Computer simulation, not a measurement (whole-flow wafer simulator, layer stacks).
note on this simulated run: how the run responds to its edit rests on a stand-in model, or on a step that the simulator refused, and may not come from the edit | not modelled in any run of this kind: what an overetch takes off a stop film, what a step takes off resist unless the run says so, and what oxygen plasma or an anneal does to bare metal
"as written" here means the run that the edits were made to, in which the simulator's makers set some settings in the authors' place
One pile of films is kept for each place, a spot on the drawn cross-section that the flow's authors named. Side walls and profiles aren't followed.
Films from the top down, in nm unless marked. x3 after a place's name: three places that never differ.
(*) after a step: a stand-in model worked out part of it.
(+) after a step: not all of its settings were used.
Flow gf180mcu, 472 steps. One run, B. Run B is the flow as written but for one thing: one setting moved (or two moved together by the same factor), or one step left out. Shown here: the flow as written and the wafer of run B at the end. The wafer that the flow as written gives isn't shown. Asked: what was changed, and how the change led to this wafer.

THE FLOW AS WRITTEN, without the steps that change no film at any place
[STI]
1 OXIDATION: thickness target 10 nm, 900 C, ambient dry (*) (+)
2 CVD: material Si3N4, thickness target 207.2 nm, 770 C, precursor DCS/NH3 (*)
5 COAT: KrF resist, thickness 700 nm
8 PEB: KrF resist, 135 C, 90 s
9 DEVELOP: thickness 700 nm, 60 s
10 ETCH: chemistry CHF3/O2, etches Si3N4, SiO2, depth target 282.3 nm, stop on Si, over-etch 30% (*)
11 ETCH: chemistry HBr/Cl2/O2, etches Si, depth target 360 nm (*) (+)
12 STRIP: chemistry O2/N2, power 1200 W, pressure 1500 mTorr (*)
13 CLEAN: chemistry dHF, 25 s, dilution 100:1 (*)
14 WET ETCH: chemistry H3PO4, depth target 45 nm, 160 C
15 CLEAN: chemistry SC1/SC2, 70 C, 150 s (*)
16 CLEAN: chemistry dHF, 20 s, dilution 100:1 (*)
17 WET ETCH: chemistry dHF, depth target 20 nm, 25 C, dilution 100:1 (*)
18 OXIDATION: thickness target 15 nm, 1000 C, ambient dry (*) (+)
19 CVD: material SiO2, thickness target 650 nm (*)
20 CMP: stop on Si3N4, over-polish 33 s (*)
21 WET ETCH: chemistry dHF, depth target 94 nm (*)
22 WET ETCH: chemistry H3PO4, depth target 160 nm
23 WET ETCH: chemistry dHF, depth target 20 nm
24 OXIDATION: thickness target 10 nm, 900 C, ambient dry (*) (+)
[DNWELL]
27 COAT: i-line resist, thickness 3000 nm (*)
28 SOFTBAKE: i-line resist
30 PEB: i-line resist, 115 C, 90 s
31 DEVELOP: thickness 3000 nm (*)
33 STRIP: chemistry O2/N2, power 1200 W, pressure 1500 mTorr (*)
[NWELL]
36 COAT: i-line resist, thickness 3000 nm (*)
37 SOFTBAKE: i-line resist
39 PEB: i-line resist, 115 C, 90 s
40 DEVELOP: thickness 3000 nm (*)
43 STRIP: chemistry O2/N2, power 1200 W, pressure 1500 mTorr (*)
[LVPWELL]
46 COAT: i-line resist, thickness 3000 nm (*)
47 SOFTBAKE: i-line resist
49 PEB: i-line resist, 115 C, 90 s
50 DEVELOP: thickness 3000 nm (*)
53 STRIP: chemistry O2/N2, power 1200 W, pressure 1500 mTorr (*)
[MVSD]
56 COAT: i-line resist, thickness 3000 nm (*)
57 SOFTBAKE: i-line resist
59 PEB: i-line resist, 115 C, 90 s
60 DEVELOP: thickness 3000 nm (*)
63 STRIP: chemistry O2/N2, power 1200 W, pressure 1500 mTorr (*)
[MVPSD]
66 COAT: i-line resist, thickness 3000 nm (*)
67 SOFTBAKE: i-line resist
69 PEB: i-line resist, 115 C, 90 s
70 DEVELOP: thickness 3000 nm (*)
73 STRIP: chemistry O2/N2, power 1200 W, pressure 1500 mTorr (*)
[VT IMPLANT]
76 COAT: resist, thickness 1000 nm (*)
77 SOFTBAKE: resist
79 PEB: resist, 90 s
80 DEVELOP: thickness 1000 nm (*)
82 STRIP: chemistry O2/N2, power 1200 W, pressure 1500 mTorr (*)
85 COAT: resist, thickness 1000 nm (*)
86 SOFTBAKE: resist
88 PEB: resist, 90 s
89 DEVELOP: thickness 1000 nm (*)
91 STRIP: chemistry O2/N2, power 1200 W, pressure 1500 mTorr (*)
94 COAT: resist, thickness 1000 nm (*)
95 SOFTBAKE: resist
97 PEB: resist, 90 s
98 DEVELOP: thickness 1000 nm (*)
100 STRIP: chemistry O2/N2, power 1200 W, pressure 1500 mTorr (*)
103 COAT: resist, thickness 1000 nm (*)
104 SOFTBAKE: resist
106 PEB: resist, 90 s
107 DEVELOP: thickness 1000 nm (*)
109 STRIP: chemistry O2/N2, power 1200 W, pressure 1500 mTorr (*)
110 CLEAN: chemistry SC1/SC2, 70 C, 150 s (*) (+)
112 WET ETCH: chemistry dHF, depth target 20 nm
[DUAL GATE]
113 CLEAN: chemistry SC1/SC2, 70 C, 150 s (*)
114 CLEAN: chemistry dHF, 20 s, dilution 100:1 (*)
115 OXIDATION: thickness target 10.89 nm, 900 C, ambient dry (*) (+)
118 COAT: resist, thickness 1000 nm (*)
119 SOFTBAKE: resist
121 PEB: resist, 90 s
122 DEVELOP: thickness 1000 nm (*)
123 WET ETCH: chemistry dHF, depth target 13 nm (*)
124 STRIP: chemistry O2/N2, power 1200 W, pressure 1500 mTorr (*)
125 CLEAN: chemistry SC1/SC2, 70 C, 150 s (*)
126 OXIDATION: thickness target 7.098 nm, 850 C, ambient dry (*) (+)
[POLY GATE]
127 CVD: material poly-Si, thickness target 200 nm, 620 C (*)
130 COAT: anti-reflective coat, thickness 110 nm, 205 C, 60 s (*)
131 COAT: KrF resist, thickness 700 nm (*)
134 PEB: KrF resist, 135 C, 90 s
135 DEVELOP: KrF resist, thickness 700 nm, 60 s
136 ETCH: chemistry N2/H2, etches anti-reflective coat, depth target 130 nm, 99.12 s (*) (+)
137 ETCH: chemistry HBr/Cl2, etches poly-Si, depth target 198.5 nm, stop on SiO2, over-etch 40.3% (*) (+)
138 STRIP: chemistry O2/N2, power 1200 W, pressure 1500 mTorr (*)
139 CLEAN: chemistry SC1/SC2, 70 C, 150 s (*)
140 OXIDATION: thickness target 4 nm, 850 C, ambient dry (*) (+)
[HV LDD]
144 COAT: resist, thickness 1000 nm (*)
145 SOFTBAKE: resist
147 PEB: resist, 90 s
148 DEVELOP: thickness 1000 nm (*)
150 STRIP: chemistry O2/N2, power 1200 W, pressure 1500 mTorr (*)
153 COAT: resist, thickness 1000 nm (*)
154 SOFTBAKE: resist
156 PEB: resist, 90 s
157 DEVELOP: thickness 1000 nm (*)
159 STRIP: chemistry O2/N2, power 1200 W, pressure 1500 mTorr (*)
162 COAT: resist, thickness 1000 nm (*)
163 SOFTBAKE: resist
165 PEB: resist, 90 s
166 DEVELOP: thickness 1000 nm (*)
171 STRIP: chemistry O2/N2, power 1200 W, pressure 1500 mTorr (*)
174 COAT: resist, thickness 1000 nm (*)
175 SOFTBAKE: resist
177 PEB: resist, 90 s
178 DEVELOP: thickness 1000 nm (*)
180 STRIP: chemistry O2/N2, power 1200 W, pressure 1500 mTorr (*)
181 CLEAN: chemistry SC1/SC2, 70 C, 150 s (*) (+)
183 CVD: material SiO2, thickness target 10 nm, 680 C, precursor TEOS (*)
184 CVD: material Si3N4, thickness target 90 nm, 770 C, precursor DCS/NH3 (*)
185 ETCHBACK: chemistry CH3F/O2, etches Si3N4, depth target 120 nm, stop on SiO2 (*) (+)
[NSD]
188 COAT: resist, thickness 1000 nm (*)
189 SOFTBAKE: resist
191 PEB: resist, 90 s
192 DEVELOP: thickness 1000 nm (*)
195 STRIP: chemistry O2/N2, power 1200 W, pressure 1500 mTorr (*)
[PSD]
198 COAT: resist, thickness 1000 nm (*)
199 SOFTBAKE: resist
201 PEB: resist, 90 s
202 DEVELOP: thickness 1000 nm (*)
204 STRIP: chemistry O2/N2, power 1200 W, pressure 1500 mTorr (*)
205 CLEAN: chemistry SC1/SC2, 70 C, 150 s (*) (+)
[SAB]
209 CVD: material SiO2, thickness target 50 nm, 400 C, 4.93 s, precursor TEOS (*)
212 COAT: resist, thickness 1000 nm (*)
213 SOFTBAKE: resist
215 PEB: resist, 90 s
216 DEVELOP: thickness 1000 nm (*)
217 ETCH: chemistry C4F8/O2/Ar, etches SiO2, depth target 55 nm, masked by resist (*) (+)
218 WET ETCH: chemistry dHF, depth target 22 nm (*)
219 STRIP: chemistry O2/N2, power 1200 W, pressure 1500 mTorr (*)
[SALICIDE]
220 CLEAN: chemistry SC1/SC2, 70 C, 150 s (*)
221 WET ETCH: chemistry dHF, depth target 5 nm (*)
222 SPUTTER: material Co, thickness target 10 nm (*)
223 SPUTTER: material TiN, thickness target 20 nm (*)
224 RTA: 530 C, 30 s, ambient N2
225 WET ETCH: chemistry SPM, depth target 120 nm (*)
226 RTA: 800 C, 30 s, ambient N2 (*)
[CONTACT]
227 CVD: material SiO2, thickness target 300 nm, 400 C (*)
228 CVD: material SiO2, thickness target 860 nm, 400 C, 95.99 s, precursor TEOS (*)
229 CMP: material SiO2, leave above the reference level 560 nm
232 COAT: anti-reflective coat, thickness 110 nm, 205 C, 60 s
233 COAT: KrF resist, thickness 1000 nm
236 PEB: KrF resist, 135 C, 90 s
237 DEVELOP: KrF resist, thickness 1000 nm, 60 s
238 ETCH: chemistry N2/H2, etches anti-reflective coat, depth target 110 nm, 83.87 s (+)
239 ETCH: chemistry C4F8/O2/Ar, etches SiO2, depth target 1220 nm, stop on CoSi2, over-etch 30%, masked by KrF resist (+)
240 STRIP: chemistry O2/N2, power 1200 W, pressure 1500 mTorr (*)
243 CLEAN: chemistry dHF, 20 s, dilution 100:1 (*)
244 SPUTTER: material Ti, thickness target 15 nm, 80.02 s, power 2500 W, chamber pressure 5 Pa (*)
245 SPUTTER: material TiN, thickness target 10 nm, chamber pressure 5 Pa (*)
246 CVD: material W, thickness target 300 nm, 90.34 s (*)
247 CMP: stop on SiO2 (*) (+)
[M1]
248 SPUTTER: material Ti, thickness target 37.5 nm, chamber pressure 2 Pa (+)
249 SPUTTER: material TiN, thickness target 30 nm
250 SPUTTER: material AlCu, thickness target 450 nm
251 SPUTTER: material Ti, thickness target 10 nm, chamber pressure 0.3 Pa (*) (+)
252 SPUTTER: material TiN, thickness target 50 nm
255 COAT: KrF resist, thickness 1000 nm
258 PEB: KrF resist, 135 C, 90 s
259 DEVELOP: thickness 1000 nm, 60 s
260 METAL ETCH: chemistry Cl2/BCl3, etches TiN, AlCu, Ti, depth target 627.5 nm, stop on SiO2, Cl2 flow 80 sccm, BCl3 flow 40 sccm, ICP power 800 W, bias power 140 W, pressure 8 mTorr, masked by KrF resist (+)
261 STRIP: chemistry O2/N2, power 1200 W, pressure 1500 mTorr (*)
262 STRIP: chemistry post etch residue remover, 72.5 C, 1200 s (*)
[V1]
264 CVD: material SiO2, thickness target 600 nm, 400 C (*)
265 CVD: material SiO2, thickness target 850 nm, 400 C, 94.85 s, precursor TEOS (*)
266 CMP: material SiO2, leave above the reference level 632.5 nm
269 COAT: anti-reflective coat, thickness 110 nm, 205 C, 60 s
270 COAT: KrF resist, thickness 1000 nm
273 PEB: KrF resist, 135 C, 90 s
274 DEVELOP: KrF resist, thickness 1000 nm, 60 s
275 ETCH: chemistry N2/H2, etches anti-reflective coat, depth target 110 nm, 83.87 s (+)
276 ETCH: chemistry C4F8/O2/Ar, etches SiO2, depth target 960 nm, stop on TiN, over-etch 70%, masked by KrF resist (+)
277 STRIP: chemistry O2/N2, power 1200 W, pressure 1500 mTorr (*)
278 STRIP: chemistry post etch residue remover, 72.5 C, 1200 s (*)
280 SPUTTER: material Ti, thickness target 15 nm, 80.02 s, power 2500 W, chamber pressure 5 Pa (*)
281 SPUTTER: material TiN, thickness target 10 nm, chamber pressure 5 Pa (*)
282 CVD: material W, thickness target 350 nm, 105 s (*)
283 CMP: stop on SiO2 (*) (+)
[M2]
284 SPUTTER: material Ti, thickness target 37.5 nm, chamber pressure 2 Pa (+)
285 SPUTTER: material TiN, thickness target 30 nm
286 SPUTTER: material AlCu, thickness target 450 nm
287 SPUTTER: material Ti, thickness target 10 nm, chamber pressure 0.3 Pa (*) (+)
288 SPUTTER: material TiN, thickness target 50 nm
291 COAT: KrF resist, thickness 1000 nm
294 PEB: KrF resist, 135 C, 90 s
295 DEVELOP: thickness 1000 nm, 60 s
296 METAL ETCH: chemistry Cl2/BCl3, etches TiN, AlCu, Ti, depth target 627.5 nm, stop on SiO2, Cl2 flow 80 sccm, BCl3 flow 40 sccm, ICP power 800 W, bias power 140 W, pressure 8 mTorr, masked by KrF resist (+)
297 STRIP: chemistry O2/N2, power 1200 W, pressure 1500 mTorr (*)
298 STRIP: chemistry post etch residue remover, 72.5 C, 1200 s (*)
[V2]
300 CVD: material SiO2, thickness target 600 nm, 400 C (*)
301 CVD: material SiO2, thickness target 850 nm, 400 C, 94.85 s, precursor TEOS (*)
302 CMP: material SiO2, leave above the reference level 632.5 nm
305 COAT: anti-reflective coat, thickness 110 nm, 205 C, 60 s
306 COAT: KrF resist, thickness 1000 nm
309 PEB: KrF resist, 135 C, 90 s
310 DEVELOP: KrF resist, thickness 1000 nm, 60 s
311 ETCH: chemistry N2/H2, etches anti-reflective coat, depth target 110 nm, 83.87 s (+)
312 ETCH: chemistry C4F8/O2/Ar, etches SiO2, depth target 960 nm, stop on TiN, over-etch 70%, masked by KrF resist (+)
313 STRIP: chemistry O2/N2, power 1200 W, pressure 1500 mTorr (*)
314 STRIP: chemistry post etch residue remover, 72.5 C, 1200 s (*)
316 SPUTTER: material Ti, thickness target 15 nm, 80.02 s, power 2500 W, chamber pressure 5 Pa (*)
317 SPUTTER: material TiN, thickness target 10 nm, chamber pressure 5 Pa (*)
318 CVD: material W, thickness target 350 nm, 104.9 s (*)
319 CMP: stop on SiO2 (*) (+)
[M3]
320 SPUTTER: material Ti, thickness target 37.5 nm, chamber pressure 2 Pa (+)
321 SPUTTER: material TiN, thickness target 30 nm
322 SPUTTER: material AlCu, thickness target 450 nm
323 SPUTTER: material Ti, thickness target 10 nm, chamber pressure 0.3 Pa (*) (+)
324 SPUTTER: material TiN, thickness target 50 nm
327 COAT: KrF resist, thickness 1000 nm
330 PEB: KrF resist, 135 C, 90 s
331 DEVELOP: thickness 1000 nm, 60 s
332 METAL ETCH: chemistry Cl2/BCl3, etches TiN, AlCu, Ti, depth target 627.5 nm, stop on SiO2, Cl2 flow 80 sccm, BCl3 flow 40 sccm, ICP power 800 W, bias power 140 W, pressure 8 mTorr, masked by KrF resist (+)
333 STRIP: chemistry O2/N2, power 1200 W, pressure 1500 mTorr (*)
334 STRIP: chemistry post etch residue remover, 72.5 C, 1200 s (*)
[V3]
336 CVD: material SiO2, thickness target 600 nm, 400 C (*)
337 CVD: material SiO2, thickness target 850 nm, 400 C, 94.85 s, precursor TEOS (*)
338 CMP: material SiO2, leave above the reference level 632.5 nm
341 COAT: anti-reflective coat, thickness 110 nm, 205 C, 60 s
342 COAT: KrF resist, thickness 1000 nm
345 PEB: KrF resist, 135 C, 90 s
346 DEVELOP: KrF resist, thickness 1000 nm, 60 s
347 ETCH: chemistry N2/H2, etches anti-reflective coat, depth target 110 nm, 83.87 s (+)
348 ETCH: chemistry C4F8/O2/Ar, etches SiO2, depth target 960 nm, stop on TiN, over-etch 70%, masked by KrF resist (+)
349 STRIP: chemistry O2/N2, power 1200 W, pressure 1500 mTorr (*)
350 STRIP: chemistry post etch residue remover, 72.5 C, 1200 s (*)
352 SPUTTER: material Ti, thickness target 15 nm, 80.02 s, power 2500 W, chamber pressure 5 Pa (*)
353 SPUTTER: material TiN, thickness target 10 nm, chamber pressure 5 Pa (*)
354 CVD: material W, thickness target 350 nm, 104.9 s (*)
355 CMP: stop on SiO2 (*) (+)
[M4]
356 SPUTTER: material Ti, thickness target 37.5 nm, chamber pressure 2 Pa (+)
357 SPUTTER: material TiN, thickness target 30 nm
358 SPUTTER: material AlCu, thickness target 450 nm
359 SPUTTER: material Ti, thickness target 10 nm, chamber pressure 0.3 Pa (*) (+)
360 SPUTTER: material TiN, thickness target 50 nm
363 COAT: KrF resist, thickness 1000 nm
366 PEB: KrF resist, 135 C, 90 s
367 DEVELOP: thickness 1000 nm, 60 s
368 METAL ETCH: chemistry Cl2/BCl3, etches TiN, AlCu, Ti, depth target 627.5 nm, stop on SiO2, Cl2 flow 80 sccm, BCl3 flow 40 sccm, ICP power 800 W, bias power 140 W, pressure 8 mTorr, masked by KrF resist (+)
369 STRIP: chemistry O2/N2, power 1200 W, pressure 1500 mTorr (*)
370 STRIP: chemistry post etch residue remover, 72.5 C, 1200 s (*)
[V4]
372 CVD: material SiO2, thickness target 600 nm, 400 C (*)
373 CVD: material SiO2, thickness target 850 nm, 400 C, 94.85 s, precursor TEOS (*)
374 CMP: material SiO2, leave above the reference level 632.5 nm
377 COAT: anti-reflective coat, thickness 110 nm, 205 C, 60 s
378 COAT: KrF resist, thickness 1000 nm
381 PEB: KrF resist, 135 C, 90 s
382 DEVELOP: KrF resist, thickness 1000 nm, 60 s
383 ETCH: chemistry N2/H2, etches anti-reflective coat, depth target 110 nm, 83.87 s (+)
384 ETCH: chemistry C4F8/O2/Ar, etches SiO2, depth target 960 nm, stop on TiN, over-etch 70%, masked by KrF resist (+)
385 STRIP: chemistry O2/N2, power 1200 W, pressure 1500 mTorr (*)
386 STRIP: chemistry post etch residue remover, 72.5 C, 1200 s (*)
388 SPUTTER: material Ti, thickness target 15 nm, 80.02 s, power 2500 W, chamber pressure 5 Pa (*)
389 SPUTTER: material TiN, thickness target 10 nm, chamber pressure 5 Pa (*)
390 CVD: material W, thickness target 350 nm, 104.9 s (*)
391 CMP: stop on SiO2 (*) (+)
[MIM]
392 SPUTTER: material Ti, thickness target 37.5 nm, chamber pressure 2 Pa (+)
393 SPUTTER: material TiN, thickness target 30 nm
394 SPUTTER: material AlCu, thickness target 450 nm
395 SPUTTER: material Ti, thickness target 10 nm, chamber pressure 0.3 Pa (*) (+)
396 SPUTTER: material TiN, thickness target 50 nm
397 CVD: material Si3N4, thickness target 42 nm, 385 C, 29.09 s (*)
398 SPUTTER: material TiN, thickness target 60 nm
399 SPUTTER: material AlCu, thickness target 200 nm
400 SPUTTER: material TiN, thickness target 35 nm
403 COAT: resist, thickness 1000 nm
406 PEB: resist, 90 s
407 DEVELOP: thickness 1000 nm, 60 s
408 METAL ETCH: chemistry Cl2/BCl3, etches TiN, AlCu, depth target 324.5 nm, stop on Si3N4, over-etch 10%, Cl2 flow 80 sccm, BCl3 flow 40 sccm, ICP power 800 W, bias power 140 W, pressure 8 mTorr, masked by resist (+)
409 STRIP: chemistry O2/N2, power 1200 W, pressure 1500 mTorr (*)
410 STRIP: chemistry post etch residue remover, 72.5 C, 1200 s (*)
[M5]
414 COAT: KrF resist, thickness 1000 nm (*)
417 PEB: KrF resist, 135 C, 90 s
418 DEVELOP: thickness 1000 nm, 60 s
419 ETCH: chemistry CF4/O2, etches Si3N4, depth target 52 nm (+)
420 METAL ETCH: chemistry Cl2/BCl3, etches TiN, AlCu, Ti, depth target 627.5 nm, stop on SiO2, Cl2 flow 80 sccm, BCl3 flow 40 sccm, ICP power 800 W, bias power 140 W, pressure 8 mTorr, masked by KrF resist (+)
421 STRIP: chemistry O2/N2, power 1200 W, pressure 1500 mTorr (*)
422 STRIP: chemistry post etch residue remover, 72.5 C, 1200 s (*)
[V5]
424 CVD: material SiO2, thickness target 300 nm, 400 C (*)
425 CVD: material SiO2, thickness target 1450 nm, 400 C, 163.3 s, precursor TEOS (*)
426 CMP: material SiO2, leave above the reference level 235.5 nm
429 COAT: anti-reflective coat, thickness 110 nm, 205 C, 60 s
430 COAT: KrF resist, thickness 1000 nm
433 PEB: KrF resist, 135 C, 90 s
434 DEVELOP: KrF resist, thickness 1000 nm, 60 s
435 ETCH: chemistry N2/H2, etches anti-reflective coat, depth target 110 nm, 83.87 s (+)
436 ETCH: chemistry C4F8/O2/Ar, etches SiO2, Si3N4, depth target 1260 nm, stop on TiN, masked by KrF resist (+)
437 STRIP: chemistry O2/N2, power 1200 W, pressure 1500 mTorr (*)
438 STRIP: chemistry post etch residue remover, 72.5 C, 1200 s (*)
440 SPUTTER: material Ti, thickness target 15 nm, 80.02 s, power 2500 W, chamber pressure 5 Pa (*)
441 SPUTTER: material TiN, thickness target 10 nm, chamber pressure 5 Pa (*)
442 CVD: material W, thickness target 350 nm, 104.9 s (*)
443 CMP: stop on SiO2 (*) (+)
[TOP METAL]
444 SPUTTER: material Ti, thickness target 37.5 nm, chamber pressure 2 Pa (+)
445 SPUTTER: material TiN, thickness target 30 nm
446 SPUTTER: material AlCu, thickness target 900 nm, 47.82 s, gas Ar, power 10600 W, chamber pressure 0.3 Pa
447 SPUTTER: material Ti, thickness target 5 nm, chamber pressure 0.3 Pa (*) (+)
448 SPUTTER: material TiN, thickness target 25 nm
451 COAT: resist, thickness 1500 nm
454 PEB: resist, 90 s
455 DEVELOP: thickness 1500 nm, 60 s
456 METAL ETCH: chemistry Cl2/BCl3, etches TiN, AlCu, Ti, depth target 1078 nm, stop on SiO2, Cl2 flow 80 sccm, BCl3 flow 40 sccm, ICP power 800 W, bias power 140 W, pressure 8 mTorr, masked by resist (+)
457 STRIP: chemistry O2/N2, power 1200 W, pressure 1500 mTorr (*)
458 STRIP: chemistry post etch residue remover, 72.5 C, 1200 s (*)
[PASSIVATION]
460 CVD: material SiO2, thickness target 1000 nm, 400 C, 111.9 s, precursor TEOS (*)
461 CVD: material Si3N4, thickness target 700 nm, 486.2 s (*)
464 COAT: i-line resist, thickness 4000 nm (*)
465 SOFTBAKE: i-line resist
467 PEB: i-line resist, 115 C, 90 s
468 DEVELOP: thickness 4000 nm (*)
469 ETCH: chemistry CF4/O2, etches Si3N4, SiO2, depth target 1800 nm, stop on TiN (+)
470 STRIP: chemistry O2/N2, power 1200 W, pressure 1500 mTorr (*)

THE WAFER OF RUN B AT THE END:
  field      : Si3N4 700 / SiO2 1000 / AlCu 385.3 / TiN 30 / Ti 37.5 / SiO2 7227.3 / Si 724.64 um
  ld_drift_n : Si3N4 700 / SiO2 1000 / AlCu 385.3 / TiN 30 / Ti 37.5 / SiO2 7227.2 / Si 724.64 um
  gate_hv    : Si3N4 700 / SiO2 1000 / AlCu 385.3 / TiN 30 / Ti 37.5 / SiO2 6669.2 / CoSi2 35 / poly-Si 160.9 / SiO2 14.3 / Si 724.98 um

The cause: step 456, METAL ETCH: depth target 539 nm was run, where the flow has depth target 1078 nm.

How the change led to this, step by step:
  456 METAL ETCH: chemistry Cl2/BCl3, etches TiN, AlCu, Ti, depth target 1078 nm, stop on SiO2, Cl2 flow 80 sccm, BCl3 flow 40 sccm, ICP power 800 W, bias power 140 W, pressure 8 mTorr, masked by resist (+)
      field, field__w1, field__w2 and 103 more: TiN -25 (all of it), Ti -5 (all of it), AlCu -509 (as written it would be: TiN -25 (all of it), Ti -5 (all of it), AlCu -900 (all of it), TiN -30 (all of it), Ti -37.5 (all of it))
      field__w8, contact, m1, m1__w1, pad, m1_nw: resist -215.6 (as written it would be: resist -431)
  457 STRIP: chemistry O2/N2, power 1200 W, pressure 1500 mTorr (*)
      field__w8, contact, m1, m1__w1, pad, m1_nw: resist -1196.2 (all of it) (as written it would be: resist -980.8 (all of it))
  458 STRIP: chemistry post etch residue remover, 72.5 C, 1200 s (*)
      field, field__w1, field__w2 and 103 more: AlCu -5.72 (as written it would be: nothing)
  460 CVD: material SiO2, thickness target 1000 nm, 400 C, 111.9 s, precursor TEOS (*)
      field, field__w1, field__w2 and 103 more: SiO2 +1000 (new film) (as written it would be: SiO2 +1000)
  464 COAT: i-line resist, thickness 4000 nm (*)
      field: i-line resist +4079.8 (new film) (as written it would be: i-line resist +4171.5 (new film))
      field__w8: i-line resist +3498.2 (new film) (as written it would be: i-line resist +3093.1 (new film))
      (and at 7 more places)
  465 SOFTBAKE: i-line resist
      active: nothing (as written it would be: i-line resist +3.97)
      field__w5, field__w9: i-line resist +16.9 (as written it would be: i-line resist +37.3)
      (and at 66 more places)
  467 PEB: i-line resist, 115 C, 90 s
      field__w8, m1__w1: i-line resist -42 (as written it would be: i-line resist -34.7)
      contact, m1: i-line resist -42.2 (as written it would be: i-line resist -35.1)
      (and at 2 more places)
  468 DEVELOP: thickness 4000 nm (*)
      pad: i-line resist -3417 (all of it) (as written it would be: i-line resist -2974.8 (all of it))
  470 STRIP: chemistry O2/N2, power 1200 W, pressure 1500 mTorr (*)
      field__w8, m1__w1: i-line resist -2224.1 (all of it) (as written it would be: i-line resist -1787.7 (all of it))
      contact: i-line resist -2234.1 (all of it) (as written it would be: i-line resist -1811.2 (all of it))
      (and at 2 more places)
Counting metal films that touch as one body, field has 1 body; the flow as written gives 0 bodies.
Counting metal films that touch as one body, ld_drift_n has 1 body; the flow as written gives 0 bodies.
Counting metal films that touch as one body, gate_hv has 2 bodies (between them, from the top down: SiO2 6669.2); the flow as written gives 1 body.
